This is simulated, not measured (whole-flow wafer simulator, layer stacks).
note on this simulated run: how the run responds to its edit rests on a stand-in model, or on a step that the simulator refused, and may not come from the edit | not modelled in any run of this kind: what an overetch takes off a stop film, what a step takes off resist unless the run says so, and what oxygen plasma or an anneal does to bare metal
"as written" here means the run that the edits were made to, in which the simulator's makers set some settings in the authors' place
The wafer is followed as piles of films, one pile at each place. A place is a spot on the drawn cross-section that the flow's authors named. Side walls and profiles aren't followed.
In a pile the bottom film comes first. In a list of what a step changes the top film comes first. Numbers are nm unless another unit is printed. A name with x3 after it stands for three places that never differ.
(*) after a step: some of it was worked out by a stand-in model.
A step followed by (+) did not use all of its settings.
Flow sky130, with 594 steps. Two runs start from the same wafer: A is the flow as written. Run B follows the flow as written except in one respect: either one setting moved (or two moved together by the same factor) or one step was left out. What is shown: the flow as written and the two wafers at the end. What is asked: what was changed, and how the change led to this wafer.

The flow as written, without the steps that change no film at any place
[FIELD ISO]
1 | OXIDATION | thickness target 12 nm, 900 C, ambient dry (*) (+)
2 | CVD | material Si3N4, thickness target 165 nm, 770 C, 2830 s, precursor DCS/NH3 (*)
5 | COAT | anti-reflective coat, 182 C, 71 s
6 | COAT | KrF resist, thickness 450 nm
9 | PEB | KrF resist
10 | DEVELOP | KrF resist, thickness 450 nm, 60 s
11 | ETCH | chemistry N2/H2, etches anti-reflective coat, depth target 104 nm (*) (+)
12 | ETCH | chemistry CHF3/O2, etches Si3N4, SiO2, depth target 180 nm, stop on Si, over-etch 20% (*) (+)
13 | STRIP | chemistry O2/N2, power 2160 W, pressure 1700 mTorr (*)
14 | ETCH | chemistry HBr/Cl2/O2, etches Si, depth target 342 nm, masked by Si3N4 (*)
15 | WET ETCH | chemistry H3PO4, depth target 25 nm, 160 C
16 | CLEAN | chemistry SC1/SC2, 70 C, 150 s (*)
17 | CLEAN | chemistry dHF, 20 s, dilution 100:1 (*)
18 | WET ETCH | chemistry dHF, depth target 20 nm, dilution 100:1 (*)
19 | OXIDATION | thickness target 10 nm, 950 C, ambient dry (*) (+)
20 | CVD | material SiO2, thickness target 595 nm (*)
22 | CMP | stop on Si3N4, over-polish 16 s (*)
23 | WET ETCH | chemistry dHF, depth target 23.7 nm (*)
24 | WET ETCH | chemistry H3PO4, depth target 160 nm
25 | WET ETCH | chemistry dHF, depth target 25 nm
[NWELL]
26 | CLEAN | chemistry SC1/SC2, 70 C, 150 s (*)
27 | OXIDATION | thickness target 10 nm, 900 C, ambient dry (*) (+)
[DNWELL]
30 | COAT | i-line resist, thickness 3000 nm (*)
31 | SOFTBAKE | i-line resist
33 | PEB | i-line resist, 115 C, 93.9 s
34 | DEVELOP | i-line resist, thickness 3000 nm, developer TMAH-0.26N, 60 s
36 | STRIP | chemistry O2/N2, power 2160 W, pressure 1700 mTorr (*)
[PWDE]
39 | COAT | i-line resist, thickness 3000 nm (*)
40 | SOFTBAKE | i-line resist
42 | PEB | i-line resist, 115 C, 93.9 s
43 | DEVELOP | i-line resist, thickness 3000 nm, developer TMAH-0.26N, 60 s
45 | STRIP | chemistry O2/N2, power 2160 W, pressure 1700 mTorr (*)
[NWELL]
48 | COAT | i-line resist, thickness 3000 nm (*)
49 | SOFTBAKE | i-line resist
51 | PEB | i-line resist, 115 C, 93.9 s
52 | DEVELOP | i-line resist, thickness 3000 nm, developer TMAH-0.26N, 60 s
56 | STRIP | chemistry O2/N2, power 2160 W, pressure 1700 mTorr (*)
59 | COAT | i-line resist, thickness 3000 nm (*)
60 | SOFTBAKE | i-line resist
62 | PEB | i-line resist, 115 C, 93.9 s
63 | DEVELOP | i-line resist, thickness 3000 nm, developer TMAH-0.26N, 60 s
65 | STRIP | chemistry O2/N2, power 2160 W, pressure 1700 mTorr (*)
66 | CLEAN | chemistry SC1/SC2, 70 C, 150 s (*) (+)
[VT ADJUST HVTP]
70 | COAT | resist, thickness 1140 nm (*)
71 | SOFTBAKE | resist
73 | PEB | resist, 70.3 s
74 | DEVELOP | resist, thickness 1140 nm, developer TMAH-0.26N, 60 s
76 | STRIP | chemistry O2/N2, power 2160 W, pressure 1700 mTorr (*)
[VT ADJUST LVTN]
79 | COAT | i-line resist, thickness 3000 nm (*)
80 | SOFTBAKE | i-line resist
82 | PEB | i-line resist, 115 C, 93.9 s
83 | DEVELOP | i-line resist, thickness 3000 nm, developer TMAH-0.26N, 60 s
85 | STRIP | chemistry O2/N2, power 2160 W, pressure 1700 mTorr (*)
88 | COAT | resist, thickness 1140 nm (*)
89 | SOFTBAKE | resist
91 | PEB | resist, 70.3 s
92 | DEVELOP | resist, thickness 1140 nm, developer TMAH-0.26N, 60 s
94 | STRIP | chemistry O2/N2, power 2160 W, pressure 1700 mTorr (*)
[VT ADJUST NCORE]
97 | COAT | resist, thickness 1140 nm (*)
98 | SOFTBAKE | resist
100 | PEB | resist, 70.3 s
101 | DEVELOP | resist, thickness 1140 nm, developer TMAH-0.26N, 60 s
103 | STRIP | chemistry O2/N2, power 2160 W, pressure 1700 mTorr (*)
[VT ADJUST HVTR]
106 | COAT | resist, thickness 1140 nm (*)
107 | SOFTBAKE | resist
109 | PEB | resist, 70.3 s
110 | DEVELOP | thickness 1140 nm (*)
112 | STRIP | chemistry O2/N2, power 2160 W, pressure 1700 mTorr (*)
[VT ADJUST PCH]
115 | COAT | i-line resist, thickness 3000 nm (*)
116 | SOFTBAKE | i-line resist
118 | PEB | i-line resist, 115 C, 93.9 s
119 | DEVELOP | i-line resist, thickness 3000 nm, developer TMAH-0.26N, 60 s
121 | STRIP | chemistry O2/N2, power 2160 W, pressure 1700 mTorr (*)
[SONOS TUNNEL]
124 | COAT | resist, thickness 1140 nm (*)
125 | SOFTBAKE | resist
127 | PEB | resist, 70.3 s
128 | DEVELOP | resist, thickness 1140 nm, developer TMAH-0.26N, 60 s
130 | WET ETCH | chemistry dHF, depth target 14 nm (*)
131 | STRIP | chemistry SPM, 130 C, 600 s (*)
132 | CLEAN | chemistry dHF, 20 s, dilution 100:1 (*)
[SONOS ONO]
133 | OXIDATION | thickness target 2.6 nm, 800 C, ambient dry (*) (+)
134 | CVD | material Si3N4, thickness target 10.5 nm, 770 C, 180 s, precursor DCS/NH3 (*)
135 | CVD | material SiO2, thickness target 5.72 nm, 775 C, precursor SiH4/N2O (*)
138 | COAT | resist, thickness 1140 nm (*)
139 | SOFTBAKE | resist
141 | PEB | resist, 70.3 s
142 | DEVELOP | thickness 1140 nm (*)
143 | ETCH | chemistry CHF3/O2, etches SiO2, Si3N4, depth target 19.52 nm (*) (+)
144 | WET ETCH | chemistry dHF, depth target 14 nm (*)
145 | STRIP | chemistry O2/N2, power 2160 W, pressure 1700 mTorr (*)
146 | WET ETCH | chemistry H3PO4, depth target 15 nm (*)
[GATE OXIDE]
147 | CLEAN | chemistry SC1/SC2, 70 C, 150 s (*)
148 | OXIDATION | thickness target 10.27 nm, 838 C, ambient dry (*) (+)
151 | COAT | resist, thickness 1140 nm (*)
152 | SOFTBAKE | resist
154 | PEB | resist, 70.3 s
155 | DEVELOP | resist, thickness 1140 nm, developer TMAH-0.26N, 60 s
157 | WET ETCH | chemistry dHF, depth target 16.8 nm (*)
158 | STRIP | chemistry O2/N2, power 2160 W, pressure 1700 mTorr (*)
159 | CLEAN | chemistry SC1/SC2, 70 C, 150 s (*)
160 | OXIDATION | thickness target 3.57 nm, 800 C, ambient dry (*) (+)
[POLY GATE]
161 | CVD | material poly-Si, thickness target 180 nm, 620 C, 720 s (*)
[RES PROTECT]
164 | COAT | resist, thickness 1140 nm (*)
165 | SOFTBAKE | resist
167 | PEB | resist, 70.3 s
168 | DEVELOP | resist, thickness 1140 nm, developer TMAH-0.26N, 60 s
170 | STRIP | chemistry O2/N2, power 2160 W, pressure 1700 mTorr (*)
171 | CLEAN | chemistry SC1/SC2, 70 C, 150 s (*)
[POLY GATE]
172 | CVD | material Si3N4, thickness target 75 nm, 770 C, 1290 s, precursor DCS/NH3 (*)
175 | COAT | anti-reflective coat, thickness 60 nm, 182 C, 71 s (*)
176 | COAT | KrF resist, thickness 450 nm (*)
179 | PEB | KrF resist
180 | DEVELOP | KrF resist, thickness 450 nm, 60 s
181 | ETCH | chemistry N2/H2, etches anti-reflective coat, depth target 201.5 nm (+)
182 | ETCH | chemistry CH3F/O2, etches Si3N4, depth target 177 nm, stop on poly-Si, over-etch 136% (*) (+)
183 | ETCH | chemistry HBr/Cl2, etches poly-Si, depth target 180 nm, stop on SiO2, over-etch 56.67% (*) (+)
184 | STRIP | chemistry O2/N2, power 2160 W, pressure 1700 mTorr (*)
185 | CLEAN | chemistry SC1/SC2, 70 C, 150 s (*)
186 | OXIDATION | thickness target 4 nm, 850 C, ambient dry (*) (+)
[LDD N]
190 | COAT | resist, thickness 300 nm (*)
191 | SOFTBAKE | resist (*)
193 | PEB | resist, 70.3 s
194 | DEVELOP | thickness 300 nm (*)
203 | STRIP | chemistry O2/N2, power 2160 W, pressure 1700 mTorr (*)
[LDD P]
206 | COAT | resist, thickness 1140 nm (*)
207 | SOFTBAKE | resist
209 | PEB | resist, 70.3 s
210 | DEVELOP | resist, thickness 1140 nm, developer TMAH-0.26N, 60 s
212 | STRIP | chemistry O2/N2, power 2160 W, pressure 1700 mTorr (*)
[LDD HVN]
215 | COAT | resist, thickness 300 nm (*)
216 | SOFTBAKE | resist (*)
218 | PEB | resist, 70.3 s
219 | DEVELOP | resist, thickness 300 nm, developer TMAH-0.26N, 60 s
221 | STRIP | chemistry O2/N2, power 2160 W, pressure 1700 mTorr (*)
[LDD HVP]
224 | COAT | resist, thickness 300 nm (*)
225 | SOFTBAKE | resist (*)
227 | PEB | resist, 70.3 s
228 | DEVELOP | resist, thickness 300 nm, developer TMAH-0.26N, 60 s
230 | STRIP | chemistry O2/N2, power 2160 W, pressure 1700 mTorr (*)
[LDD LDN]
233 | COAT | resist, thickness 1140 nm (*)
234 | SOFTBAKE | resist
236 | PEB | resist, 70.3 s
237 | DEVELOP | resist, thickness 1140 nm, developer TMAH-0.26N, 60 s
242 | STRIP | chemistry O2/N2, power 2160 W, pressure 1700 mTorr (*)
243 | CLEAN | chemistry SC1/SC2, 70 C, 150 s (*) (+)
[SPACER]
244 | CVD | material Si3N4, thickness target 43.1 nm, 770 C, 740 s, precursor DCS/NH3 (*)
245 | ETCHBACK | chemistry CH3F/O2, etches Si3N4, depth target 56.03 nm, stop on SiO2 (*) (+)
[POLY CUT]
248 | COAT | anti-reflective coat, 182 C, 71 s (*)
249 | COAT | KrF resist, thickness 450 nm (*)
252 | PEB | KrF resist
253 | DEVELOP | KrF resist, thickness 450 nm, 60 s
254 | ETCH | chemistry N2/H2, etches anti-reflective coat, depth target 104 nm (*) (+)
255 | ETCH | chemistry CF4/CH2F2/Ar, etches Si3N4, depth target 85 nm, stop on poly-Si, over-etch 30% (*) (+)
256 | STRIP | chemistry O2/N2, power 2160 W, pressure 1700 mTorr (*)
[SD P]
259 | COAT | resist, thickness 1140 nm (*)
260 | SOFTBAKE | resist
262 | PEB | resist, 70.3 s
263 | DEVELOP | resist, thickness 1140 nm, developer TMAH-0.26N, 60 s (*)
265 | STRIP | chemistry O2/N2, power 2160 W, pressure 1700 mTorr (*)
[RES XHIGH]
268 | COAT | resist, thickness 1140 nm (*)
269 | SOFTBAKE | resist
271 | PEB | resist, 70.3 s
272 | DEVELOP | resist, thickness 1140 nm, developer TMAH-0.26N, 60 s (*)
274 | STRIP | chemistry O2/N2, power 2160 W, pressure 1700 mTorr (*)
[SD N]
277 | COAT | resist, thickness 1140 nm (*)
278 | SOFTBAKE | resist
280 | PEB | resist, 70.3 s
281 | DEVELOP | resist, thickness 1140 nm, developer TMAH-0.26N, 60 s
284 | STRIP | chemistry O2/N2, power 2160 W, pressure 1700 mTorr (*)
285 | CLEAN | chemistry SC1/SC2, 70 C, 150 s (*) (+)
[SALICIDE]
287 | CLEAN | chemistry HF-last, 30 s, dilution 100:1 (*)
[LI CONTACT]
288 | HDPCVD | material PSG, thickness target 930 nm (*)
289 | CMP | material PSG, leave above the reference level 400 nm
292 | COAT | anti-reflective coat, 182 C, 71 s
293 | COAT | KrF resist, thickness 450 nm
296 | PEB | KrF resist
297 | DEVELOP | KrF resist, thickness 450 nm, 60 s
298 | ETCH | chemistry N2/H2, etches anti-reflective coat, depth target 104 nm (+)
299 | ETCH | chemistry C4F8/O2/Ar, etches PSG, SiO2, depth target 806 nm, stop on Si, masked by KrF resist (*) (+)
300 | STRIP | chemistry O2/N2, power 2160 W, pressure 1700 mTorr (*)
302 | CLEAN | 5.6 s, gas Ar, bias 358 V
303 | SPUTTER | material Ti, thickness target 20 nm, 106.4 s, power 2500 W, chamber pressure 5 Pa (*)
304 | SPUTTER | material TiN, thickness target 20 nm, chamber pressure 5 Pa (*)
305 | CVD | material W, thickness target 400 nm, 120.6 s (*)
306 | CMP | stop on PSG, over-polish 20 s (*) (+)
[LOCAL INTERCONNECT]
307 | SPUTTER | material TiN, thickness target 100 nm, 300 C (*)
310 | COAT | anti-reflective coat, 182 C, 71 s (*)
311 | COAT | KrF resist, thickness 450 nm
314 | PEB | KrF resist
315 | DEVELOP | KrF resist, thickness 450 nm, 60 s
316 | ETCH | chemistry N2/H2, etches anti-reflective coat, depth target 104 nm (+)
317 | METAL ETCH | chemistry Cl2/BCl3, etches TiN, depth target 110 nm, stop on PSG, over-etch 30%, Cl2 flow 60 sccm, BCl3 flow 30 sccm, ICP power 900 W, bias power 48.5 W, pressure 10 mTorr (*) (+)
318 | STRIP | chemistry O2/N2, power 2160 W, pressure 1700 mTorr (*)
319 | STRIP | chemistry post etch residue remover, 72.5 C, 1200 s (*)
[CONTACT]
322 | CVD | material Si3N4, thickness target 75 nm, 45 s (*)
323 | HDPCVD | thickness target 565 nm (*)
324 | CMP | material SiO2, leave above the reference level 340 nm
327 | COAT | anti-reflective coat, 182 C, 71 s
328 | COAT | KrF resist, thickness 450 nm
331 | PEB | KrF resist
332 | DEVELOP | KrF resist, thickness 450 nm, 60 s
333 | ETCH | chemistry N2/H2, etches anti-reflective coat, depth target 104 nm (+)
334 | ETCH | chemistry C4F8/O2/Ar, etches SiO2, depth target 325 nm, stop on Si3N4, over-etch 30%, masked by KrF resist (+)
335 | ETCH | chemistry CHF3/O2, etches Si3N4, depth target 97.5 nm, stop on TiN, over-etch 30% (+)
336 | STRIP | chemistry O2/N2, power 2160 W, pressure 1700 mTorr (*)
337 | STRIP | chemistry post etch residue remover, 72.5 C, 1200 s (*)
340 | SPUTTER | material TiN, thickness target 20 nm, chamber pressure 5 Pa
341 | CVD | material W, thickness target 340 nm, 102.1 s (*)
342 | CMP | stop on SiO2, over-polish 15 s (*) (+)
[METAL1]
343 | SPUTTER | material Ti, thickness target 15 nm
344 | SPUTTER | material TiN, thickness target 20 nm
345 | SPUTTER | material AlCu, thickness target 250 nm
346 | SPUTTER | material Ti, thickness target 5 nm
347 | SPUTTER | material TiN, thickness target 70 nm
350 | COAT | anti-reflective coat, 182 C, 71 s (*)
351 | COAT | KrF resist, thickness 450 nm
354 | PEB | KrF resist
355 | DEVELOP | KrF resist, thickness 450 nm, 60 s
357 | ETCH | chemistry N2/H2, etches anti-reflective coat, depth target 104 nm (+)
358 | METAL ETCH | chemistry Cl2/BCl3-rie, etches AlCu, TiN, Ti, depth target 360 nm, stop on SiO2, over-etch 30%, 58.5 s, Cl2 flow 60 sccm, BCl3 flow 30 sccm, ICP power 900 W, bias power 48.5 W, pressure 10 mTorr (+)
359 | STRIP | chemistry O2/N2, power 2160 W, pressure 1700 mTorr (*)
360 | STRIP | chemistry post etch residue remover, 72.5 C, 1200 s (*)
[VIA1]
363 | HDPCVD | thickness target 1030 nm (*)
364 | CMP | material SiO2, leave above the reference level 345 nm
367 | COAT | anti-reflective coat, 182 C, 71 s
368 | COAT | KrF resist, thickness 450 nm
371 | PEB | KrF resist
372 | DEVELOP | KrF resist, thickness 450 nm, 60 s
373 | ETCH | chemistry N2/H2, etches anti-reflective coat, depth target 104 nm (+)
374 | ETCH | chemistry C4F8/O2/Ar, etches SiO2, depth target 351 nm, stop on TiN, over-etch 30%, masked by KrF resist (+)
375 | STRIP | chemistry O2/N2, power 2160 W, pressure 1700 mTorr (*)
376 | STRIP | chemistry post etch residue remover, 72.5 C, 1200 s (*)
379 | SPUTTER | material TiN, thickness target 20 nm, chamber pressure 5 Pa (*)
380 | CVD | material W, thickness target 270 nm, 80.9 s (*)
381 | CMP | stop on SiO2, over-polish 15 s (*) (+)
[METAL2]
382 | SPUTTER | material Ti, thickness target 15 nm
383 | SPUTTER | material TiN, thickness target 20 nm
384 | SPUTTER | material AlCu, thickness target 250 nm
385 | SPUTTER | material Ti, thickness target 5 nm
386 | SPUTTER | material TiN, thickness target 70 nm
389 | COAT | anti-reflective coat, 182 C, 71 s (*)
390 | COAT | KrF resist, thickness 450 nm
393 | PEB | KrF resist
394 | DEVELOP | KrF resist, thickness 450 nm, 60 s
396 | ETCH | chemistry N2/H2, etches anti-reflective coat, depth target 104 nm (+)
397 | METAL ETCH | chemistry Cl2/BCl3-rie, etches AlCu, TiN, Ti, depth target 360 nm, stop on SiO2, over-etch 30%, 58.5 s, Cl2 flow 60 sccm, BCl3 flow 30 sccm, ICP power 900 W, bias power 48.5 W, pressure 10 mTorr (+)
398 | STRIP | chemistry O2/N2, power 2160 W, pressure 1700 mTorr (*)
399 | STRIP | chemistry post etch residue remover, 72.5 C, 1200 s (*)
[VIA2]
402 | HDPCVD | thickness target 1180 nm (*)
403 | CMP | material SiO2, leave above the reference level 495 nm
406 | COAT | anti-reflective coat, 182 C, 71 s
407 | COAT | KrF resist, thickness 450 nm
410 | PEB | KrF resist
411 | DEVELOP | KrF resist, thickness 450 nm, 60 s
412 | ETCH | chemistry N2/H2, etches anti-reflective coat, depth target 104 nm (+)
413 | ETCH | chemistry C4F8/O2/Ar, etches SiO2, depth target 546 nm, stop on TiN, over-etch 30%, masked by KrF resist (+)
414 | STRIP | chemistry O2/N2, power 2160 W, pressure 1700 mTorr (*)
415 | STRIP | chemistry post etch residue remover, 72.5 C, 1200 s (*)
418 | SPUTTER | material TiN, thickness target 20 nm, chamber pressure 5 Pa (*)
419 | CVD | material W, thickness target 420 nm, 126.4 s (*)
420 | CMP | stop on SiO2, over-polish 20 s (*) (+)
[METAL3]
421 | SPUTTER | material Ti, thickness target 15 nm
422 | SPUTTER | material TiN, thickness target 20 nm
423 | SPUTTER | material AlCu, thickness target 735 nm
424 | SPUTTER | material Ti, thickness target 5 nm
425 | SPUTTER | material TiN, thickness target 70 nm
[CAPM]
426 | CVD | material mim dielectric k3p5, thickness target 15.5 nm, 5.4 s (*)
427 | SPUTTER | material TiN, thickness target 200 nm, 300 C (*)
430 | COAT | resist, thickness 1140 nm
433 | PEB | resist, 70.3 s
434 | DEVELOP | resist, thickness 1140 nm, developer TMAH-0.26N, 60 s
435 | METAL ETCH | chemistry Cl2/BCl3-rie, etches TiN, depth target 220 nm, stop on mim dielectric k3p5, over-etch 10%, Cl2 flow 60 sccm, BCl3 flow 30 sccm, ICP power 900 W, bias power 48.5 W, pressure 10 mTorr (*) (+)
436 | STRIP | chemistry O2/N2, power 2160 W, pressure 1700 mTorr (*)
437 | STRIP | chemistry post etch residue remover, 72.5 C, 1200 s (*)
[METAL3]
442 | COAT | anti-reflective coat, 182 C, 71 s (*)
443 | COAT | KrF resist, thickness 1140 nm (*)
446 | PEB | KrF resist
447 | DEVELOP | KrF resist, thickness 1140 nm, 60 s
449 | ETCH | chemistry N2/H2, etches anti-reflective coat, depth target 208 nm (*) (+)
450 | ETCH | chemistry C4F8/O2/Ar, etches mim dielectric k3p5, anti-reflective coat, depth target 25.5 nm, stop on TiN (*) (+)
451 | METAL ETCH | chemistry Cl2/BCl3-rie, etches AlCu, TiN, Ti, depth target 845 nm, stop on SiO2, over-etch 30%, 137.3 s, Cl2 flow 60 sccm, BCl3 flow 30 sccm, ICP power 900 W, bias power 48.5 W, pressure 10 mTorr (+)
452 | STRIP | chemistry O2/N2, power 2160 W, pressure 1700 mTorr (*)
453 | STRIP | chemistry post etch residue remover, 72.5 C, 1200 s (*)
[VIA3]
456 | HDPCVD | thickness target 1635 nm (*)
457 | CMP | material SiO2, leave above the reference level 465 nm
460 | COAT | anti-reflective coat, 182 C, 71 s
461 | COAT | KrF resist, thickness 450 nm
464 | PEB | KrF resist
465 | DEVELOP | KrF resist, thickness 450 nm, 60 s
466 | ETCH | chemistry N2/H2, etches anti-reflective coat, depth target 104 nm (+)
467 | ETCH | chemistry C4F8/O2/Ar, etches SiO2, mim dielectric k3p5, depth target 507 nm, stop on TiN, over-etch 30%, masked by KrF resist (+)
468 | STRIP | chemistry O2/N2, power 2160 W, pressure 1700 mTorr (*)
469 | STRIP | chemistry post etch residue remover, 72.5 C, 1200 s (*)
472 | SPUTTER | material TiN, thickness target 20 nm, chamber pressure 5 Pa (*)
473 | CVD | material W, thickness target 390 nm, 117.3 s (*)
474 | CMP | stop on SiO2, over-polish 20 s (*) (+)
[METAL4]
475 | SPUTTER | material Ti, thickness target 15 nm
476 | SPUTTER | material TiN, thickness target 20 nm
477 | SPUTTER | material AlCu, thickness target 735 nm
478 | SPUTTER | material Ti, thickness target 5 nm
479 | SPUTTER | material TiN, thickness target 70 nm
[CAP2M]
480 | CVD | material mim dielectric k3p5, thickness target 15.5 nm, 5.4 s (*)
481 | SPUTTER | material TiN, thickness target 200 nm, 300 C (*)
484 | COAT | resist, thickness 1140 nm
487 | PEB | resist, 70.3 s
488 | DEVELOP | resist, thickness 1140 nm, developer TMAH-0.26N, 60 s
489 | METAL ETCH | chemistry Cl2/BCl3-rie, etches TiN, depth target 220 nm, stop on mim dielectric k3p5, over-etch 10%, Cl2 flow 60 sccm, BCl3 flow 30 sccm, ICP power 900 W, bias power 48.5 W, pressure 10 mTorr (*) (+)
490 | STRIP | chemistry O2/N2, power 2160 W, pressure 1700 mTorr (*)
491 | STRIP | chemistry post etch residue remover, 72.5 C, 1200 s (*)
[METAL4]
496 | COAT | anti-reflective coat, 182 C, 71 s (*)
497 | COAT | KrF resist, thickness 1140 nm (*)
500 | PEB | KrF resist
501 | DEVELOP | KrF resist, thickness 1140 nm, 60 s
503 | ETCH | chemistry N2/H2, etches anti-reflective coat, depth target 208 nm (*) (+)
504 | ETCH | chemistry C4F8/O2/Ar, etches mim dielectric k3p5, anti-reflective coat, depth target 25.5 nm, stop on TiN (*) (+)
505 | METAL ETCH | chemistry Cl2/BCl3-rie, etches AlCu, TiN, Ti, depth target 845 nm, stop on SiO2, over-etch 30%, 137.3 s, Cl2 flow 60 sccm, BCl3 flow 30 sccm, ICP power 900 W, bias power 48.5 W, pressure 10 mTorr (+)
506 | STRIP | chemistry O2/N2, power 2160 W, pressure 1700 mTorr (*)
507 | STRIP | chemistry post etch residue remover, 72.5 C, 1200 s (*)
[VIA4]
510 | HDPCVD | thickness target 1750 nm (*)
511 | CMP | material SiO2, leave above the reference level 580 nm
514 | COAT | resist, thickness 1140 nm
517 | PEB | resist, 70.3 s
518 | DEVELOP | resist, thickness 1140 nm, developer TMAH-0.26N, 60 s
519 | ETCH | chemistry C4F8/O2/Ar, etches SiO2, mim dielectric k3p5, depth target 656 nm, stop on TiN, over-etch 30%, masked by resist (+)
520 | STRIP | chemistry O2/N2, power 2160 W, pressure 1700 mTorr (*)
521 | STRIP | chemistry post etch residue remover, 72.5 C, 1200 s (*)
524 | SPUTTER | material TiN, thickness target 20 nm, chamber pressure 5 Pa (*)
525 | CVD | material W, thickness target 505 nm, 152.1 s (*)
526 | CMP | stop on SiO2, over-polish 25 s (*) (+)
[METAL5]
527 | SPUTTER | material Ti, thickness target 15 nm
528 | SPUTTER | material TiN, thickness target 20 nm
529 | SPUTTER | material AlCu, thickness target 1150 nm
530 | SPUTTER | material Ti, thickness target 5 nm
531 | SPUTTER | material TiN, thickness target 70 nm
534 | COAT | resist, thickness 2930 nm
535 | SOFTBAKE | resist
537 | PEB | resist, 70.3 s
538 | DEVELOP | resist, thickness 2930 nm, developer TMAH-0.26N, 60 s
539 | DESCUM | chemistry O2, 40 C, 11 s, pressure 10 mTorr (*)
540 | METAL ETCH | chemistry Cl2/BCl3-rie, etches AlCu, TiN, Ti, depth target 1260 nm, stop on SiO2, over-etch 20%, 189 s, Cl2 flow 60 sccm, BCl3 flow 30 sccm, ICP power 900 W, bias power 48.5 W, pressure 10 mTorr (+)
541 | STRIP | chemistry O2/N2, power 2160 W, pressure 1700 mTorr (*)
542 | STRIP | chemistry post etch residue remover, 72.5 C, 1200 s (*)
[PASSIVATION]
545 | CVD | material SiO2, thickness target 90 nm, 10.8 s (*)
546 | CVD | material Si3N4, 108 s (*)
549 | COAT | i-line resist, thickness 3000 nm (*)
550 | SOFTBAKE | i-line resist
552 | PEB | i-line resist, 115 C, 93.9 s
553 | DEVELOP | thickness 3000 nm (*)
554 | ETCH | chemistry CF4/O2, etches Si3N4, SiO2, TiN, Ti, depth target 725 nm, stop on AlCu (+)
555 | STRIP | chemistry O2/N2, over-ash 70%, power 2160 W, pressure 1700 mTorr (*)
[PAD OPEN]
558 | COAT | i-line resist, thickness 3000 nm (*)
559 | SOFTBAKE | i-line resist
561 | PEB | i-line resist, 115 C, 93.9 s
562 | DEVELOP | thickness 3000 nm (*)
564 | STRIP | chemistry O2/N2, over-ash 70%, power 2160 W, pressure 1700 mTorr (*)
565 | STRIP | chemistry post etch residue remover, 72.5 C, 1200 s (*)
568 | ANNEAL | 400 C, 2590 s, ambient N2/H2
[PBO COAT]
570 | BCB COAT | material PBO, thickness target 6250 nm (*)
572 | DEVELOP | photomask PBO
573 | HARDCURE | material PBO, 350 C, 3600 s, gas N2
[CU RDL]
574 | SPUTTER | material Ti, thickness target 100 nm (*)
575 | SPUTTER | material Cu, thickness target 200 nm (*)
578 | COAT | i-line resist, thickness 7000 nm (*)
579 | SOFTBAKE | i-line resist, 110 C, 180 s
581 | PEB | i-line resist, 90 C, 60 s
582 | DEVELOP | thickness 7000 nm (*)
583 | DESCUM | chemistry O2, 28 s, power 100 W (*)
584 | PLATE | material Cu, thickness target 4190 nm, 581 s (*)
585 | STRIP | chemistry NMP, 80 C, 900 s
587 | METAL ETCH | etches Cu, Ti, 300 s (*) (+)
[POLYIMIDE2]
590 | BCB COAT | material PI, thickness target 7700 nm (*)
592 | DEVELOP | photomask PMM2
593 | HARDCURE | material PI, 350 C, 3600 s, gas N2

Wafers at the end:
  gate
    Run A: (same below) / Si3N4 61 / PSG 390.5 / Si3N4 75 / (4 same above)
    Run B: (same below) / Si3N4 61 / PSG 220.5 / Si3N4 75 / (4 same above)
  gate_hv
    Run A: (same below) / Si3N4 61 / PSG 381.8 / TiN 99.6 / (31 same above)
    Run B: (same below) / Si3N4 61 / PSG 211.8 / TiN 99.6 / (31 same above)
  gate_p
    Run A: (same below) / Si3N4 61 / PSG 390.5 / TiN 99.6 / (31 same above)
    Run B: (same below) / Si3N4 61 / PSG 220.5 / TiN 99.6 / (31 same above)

What caused this: step 289, CMP: leave above the reference level 230 nm was run, though the flow has leave above the reference level 400 nm.

Step by step, how the change led to this:
  289 | CMP | material PSG, leave above the reference level 400 nm
      gate, spacer, gate_p and 34 more: A -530 PSG | B -700 PSG
      mim, vpp_sp, vpp_ln and 30 more: A -333.9 PSG | B -503.9 PSG
      (and at 122 other places as well)
  299 | ETCH | chemistry C4F8/O2/Ar, etches PSG, SiO2, depth target 806 nm, stop on Si, masked by KrF resist (*) (+)
      field, active, n_well and 184 more: A -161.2 KrF resist | B -142.4 KrF resist
      contact, ndiff_licon, ndiff_licon_cpp: A -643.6 PSG (all of it), -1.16 SiO2 (all of it) | B -473.6 PSG (all of it), -1.16 SiO2 (all of it)
      (and at 2 other places as well)
  300 | STRIP | chemistry O2/N2, power 2160 W, pressure 1700 mTorr (*)
      field, active, n_well and 184 more: A -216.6 KrF resist (all of it), -80 anti-reflective coat (all of it) | B -235.4 KrF resist (all of it), -80 anti-reflective coat (all of it)
  303 | SPUTTER | material Ti, thickness target 20 nm, 106.4 s, power 2500 W, chamber pressure 5 Pa (*)
      ndiff_licon: A +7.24 Ti (new film) | B +9.48 Ti (new film)
      ndiff_licon_cpp: A +6.53 Ti (new film) | B +8.52 Ti (new film)
      (and at 1 other place as well)
  304 | SPUTTER | material TiN, thickness target 20 nm, chamber pressure 5 Pa (*)
      ndiff_licon: A +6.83 TiN (new film) | B +9.05 TiN (new film)
      ndiff_licon_cpp: A +6.17 TiN (new film) | B +8.16 TiN (new film)
      (and at 1 other place as well)
  305 | CVD | material W, thickness target 400 nm, 120.6 s (*)
      ndiff_licon: A +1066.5 W (new film) | B +892.1 W (new film)
      ndiff_licon_cpp: A +1067.9 W (new film) | B +893.9 W (new film)
      (and at 1 other place as well)
  306 | CMP | stop on PSG, over-polish 20 s (*) (+)
      poly_licon: A -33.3 W | B -203.3 W
